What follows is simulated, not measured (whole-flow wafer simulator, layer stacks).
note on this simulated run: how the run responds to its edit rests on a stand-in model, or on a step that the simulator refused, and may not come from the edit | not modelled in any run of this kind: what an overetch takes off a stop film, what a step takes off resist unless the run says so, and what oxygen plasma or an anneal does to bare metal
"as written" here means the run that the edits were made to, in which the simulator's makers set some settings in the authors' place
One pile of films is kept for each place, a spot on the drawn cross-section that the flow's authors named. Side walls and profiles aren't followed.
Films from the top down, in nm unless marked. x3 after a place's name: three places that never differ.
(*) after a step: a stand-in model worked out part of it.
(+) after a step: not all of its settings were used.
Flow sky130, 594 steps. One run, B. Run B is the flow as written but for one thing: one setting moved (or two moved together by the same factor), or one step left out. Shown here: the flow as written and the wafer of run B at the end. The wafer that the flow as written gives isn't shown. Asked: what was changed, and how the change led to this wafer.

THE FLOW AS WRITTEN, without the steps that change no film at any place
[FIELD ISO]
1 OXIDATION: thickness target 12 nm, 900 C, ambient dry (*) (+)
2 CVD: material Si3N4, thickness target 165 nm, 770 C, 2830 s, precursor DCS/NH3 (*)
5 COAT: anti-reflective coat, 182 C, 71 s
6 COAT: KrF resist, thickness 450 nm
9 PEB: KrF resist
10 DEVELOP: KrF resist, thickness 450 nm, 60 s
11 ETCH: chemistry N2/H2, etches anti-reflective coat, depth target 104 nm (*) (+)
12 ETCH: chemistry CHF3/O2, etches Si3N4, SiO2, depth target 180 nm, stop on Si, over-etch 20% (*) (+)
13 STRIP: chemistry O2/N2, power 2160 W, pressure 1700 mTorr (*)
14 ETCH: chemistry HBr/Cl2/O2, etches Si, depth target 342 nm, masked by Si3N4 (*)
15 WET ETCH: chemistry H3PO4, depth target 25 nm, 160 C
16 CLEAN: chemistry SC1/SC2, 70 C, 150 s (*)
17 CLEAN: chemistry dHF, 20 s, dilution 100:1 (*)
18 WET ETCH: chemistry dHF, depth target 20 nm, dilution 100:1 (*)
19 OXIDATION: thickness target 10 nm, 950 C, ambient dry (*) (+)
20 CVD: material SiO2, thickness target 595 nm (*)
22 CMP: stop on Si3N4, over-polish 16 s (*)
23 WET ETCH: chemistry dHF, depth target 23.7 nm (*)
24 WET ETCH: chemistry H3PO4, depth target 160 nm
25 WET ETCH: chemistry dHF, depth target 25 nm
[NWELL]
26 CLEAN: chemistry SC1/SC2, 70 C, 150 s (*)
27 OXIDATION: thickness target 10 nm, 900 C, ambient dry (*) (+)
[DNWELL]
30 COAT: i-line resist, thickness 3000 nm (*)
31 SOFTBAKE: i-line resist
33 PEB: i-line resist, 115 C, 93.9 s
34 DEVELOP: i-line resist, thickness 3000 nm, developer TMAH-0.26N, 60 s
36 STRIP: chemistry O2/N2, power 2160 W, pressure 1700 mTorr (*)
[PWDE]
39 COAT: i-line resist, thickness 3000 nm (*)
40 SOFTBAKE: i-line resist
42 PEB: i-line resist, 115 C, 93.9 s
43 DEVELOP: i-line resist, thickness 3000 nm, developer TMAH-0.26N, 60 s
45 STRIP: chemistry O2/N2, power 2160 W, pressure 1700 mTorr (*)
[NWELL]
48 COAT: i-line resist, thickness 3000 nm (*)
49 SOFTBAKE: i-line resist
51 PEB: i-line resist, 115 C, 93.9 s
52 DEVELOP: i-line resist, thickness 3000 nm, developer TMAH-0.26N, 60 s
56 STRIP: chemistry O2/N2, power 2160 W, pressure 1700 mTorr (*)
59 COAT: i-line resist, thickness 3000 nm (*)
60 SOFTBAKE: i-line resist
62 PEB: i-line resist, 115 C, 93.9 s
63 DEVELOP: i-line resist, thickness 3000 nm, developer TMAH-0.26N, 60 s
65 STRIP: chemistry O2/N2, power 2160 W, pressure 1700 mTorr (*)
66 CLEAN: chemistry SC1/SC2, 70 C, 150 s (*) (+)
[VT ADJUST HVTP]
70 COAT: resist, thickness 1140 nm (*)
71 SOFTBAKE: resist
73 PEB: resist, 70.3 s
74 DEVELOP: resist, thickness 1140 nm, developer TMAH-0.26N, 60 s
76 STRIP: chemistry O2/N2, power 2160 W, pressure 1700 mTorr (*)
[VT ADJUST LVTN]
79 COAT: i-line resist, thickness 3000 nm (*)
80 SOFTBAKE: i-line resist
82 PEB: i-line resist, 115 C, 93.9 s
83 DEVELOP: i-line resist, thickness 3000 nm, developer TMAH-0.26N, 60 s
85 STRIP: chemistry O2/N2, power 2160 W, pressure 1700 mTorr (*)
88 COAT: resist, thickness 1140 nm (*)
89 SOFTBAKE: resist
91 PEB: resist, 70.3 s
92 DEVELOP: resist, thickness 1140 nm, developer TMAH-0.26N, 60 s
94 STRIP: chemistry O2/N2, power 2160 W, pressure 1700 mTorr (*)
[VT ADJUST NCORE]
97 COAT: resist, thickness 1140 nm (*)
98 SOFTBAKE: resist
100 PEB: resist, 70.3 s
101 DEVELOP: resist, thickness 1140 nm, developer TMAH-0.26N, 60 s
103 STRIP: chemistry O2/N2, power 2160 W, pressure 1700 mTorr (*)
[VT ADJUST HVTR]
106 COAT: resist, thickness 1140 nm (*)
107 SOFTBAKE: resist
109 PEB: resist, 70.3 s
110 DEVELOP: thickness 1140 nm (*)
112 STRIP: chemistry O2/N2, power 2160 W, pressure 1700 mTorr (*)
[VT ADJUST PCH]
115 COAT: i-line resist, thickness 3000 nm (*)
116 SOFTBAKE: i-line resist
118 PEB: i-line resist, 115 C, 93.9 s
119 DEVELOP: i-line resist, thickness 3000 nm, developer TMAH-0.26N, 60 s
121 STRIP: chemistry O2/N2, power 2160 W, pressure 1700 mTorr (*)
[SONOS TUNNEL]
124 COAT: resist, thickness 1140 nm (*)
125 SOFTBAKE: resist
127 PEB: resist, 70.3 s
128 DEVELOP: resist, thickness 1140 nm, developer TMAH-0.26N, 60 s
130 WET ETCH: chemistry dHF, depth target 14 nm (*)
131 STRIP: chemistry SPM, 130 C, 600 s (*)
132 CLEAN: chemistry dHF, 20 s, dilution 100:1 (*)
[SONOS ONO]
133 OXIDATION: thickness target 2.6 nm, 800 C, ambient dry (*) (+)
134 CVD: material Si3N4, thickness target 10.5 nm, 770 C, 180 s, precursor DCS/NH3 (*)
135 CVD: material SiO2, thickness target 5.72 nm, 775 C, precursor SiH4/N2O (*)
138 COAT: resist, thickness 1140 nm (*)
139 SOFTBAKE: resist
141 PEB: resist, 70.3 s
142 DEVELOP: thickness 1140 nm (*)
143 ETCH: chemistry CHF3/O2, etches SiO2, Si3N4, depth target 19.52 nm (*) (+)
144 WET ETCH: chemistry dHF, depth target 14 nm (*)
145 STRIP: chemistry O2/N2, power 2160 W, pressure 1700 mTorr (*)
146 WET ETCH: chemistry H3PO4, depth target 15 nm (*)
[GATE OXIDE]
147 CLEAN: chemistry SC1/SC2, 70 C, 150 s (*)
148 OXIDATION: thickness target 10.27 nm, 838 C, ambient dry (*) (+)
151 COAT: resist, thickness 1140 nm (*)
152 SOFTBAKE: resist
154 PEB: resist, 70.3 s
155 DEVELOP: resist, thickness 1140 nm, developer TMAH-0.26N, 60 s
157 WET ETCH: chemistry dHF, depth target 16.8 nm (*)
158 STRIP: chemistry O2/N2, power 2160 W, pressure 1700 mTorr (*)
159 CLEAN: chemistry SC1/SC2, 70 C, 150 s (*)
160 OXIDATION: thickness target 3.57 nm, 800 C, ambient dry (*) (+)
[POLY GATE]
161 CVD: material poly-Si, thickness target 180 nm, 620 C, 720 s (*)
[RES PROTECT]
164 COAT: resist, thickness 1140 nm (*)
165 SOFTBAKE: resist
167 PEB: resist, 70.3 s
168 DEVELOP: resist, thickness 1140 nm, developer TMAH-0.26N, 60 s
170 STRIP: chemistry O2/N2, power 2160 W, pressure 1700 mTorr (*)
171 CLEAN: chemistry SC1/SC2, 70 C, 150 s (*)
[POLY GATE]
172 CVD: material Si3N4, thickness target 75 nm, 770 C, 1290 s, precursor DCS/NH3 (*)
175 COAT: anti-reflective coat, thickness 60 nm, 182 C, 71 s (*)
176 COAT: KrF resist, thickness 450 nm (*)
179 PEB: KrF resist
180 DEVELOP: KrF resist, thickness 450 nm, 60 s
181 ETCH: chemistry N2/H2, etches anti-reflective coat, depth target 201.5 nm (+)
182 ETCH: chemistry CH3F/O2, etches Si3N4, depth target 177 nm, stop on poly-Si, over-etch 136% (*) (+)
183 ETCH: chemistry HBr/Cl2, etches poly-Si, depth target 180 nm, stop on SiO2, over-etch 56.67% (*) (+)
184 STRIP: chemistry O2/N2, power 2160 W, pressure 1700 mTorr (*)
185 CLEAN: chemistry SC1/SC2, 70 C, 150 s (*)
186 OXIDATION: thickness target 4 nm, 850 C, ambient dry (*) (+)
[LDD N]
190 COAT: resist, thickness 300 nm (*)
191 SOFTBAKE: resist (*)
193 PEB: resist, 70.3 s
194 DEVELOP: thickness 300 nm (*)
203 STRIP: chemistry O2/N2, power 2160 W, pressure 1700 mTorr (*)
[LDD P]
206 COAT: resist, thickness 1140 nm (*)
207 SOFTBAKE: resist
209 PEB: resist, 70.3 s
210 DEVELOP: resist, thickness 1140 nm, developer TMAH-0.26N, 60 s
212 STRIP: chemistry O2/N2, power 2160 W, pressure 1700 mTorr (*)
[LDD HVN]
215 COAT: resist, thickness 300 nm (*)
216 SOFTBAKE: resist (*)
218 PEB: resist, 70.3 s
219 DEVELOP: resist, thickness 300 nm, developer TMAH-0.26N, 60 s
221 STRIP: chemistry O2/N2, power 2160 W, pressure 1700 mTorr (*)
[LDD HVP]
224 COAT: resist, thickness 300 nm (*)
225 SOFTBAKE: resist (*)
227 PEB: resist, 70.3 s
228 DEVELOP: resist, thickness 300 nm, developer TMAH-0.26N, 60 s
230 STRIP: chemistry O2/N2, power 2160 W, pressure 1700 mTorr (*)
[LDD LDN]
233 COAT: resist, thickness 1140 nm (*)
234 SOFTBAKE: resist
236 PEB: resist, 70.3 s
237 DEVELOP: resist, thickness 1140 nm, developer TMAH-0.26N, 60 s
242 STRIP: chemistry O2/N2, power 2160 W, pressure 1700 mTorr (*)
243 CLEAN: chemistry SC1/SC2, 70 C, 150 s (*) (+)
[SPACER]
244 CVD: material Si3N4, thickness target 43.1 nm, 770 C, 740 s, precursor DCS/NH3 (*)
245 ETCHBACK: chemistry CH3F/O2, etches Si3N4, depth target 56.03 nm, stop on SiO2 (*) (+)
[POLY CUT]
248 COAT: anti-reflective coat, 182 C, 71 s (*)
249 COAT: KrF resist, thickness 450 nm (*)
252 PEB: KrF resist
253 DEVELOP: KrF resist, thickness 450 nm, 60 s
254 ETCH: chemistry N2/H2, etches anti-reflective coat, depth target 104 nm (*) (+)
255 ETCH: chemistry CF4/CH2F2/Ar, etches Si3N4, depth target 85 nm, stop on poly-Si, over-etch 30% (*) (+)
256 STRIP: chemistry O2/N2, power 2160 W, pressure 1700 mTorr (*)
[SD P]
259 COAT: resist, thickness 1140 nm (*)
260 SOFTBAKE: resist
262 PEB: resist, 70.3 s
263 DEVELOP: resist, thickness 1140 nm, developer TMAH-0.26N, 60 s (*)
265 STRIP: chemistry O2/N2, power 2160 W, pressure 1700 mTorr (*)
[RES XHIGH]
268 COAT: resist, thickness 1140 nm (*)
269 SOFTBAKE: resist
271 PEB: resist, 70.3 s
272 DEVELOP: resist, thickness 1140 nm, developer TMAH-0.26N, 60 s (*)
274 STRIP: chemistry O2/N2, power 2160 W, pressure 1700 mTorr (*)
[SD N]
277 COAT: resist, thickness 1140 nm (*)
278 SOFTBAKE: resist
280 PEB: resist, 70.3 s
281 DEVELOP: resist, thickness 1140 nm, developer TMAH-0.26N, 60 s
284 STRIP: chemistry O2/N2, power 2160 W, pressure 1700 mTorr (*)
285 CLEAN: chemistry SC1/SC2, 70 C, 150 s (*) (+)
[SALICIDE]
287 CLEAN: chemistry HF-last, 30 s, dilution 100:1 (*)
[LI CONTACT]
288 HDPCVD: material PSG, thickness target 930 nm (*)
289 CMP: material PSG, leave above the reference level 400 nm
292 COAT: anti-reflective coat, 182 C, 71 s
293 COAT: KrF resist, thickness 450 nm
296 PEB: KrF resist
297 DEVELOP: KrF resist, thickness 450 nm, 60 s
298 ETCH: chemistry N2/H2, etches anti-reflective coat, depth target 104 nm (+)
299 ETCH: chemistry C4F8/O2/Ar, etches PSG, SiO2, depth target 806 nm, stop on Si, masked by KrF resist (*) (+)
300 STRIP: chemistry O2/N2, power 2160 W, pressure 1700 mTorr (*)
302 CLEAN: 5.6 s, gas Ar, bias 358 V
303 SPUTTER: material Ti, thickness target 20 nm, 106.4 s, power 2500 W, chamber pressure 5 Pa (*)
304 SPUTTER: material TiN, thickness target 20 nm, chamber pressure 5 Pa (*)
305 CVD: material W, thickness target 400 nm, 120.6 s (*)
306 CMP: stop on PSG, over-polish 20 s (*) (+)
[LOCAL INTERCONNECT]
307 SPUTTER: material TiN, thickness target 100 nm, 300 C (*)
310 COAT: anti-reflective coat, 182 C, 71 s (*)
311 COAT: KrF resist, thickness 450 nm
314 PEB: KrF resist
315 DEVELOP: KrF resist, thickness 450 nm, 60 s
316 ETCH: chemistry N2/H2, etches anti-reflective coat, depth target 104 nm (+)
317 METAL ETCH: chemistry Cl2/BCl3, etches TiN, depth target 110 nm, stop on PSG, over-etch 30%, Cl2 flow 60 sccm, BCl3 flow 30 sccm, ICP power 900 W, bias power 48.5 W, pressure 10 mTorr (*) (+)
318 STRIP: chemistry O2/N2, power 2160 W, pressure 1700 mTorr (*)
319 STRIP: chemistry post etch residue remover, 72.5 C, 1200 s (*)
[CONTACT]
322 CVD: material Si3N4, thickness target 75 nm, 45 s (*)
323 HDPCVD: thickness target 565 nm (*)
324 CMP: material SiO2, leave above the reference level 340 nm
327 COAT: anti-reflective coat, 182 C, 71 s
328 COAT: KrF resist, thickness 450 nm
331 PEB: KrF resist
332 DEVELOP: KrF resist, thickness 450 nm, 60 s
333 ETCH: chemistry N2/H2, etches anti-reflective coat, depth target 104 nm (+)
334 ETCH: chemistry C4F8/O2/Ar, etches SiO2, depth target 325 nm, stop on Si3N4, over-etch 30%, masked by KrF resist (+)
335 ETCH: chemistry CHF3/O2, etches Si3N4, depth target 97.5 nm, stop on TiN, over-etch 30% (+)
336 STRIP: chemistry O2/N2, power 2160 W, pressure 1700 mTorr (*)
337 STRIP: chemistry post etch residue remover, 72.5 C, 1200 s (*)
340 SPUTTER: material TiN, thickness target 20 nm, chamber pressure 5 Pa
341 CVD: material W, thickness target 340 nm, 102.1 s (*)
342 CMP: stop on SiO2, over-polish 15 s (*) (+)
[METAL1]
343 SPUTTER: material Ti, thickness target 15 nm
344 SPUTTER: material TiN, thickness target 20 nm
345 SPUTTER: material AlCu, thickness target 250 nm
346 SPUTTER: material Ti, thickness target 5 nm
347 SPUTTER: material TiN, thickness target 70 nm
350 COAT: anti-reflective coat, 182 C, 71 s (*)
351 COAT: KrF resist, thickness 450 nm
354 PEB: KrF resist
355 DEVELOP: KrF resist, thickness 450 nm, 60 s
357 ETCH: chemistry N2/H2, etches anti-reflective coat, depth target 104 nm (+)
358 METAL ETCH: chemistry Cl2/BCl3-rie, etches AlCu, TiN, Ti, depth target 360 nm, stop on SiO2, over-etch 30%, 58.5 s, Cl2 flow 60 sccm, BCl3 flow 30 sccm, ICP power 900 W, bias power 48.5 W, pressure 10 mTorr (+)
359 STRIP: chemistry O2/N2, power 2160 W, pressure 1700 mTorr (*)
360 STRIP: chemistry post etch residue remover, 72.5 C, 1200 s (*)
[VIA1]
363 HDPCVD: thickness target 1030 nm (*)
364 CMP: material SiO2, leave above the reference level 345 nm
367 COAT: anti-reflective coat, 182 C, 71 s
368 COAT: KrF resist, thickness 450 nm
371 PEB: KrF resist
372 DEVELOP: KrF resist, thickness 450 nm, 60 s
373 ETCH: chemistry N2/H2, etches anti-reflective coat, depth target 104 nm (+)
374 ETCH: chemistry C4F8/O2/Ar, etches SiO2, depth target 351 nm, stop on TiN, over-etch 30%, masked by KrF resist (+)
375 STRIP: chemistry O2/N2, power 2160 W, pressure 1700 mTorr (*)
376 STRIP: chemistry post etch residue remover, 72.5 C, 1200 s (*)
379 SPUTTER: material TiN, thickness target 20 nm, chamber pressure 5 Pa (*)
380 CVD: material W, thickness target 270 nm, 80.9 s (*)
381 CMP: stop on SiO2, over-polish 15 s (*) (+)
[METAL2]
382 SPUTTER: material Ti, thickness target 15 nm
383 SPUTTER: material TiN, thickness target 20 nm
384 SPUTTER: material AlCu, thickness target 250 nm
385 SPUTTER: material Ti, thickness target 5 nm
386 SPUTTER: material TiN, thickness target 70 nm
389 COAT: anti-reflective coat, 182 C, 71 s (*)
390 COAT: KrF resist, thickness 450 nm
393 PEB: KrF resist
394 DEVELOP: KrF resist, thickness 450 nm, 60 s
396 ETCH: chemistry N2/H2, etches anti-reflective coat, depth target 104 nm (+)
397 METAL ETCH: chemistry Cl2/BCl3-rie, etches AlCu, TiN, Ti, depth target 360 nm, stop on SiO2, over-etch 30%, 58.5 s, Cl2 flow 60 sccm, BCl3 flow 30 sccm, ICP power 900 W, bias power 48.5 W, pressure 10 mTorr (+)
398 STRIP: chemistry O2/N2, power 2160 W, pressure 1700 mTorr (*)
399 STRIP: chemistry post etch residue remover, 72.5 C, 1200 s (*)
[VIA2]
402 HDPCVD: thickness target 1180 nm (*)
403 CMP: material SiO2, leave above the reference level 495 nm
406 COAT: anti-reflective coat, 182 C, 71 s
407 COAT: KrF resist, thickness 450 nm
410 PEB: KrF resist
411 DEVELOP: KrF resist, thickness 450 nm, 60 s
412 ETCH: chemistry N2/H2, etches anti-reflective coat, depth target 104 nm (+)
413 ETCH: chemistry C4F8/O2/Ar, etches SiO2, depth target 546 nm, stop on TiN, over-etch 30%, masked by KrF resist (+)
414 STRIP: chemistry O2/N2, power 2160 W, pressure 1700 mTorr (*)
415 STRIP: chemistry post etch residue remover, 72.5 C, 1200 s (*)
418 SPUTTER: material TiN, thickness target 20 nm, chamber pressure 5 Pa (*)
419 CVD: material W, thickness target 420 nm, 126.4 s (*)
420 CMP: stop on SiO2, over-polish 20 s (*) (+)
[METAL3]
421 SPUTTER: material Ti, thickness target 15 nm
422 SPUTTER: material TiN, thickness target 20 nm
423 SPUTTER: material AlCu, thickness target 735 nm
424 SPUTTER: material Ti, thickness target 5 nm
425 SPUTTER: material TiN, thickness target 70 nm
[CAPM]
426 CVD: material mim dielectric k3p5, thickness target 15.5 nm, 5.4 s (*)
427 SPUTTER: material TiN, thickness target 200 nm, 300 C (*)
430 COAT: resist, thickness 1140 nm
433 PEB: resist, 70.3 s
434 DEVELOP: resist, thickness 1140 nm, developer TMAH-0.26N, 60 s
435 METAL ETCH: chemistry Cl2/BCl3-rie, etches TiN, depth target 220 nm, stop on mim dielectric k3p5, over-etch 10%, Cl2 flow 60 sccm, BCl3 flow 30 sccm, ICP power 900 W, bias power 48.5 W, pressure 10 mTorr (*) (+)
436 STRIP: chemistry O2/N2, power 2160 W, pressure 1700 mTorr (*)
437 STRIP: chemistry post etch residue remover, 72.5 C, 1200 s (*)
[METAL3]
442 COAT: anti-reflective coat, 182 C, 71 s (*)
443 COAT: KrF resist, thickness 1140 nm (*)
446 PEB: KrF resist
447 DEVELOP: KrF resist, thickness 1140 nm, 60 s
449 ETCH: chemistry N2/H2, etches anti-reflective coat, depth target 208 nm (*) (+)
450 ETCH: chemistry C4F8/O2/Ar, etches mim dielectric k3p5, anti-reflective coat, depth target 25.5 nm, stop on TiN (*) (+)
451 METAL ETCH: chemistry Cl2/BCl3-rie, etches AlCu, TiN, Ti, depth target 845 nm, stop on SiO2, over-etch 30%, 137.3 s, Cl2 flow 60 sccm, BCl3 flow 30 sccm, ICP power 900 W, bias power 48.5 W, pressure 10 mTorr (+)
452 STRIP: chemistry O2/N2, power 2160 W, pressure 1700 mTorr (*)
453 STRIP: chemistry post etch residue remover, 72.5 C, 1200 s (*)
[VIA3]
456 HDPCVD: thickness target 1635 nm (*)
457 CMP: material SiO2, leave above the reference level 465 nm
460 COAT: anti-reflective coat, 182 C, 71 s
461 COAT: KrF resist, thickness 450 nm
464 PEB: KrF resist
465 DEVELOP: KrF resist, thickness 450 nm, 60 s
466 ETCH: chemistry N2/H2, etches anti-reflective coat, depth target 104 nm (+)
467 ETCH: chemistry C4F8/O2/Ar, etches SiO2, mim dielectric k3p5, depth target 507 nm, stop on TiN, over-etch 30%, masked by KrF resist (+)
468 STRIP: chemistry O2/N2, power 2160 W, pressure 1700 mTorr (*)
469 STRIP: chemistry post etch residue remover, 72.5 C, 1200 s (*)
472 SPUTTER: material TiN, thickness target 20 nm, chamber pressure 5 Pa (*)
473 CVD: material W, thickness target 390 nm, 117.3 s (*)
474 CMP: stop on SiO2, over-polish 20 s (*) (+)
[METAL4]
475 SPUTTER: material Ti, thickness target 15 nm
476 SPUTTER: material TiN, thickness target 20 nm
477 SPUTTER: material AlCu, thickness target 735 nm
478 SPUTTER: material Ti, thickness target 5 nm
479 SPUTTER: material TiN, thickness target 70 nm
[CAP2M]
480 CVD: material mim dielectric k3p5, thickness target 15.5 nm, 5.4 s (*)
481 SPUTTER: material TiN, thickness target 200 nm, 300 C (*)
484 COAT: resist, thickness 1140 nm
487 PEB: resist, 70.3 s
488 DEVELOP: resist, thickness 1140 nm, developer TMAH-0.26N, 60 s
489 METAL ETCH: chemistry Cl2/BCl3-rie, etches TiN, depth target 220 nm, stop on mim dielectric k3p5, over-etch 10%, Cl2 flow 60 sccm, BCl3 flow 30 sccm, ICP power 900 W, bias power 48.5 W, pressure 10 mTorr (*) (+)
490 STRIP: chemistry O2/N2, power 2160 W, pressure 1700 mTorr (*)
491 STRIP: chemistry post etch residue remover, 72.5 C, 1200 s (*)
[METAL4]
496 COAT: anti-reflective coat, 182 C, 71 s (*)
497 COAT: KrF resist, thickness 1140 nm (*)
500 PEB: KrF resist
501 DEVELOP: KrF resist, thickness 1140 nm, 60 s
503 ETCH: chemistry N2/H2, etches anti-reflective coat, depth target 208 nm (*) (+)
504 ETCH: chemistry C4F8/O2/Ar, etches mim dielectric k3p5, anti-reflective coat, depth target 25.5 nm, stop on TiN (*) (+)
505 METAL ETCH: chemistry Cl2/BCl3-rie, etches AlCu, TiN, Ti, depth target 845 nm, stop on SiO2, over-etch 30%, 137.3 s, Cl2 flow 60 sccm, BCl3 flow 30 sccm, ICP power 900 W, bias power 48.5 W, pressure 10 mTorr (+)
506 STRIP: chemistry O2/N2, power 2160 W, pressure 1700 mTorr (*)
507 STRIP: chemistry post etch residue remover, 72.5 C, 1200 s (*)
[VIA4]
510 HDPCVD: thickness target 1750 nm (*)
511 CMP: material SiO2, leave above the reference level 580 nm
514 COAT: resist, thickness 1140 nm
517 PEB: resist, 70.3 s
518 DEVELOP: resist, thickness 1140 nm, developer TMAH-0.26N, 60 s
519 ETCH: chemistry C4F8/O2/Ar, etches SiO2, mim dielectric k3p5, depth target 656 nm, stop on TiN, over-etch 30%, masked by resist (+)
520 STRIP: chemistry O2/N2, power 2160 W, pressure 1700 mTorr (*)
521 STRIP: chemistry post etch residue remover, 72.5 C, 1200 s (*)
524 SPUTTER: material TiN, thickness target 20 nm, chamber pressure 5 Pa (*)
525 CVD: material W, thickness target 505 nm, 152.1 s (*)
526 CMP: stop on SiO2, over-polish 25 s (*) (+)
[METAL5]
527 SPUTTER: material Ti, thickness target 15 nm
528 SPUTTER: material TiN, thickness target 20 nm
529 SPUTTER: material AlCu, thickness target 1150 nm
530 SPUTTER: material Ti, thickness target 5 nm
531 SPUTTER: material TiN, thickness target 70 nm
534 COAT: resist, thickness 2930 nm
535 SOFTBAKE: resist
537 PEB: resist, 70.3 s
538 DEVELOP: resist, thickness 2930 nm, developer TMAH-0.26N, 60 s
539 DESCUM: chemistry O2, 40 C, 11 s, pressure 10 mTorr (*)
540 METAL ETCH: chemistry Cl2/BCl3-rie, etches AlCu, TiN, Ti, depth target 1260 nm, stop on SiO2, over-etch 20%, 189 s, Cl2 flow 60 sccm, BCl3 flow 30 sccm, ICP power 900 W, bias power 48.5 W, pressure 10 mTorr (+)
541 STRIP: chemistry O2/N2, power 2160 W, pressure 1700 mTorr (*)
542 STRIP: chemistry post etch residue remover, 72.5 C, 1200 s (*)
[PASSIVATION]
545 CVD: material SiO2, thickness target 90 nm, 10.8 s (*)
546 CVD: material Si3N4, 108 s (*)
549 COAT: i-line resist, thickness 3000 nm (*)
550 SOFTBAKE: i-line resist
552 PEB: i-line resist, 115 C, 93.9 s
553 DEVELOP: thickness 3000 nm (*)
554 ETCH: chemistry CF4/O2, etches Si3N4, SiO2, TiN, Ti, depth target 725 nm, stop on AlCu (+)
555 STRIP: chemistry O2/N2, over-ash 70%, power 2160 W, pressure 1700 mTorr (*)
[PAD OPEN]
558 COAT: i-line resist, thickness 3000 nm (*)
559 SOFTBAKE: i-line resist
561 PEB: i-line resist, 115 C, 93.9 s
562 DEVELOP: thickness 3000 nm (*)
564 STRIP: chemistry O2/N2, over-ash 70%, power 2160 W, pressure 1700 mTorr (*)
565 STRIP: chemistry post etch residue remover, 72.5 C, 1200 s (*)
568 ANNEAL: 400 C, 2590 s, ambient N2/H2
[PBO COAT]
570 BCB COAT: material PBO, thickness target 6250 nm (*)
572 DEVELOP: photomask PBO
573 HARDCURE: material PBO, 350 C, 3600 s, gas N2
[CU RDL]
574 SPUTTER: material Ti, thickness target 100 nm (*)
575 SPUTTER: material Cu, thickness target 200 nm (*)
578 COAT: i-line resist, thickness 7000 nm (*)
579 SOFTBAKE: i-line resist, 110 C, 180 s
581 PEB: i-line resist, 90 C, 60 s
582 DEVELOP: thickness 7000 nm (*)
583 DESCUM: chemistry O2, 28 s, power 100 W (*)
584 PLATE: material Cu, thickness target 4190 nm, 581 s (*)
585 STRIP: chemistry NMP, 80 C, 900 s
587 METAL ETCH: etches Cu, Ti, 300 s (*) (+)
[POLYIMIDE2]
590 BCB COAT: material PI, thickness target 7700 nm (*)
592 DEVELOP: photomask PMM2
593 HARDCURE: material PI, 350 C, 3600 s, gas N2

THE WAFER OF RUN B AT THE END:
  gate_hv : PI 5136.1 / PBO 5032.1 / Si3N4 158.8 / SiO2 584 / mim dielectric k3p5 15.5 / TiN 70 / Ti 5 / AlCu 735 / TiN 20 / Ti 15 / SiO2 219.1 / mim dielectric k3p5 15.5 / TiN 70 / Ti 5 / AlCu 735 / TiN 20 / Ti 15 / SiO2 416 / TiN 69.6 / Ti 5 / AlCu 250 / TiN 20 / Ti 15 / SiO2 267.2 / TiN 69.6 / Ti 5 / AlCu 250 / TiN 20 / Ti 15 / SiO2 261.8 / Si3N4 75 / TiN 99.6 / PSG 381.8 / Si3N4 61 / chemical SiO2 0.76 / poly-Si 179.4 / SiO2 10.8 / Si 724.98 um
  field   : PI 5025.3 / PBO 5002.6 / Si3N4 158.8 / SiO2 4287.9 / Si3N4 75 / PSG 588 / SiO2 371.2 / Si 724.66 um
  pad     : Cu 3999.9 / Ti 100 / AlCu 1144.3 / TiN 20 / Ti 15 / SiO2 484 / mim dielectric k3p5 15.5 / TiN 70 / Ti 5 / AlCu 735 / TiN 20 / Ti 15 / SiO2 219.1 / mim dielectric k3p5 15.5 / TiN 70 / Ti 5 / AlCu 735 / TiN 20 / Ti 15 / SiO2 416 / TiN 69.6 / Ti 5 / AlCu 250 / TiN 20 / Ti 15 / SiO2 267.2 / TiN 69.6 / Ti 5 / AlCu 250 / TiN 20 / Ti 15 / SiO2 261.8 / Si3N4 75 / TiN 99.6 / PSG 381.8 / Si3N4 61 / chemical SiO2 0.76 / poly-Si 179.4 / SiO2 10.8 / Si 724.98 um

The cause: step 457, CMP: leave above the reference level 314 nm was run, where the flow has leave above the reference level 465 nm.

How the change led to this, step by step:
  457 CMP: material SiO2, leave above the reference level 465 nm
      n_well, p_well, gate_hv and 99 more: SiO2 -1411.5 (as written it would be: SiO2 -1260.5)
      field, active, gate and 82 more: SiO2 -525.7 (as written it would be: SiO2 -374.7)
      (and at 5 more places)
  467 ETCH: chemistry C4F8/O2/Ar, etches SiO2, mim dielectric k3p5, depth target 507 nm, stop on TiN, over-etch 30%, masked by KrF resist (+)
      field, active, n_well and 187 more: KrF resist -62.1 (as written it would be: KrF resist -101.4)
      m1: SiO2 -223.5 (all of it), mim dielectric k3p5 -15.5 (all of it) (as written it would be: SiO2 -374.5 (all of it), mim dielectric k3p5 -15.5 (all of it))
      (and at 1 more place)
  468 STRIP: chemistry O2/N2, power 2160 W, pressure 1700 mTorr (*)
      field, active, n_well and 187 more: KrF resist -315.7 (all of it), anti-reflective coat -80 (all of it) (as written it would be: KrF resist -276.4 (all of it), anti-reflective coat -80 (all of it))
  472 SPUTTER: material TiN, thickness target 20 nm, chamber pressure 5 Pa (*)
      m1, via3_hole: TiN +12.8 (as written it would be: TiN +10.6)
  473 CVD: material W, thickness target 390 nm, 117.3 s (*)
      m1: W +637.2 (new film) (as written it would be: W +790.5 (new film))
      via3_hole: W +636.6 (new film) (as written it would be: W +789.9 (new film))
  505 METAL ETCH: chemistry Cl2/BCl3-rie, etches AlCu, TiN, Ti, depth target 845 nm, stop on SiO2, over-etch 30%, 137.3 s, Cl2 flow 60 sccm, BCl3 flow 30 sccm, ICP power 900 W, bias power 48.5 W, pressure 10 mTorr (+)
      mim_edge_plate: TiN -70 (all of it), Ti -5 (all of it), AlCu -735 (all of it), TiN -20 (all of it), Ti -15 (all of it), SiO2 -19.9 (all of it), TiN -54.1 (as written it would be: TiN -70 (all of it), Ti -5 (all of it), AlCu -735 (all of it), TiN -20 (all of it), Ti -15 (all of it), SiO2 -25.3)
  510 HDPCVD: thickness target 1750 nm (*)
      mim_edge_plate: SiO2 +1750 (new film) (as written it would be: SiO2 +1750)
  511 CMP: material SiO2, leave above the reference level 580 nm
      mim_edge_plate: SiO2 -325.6 (as written it would be: SiO2 -374.7)
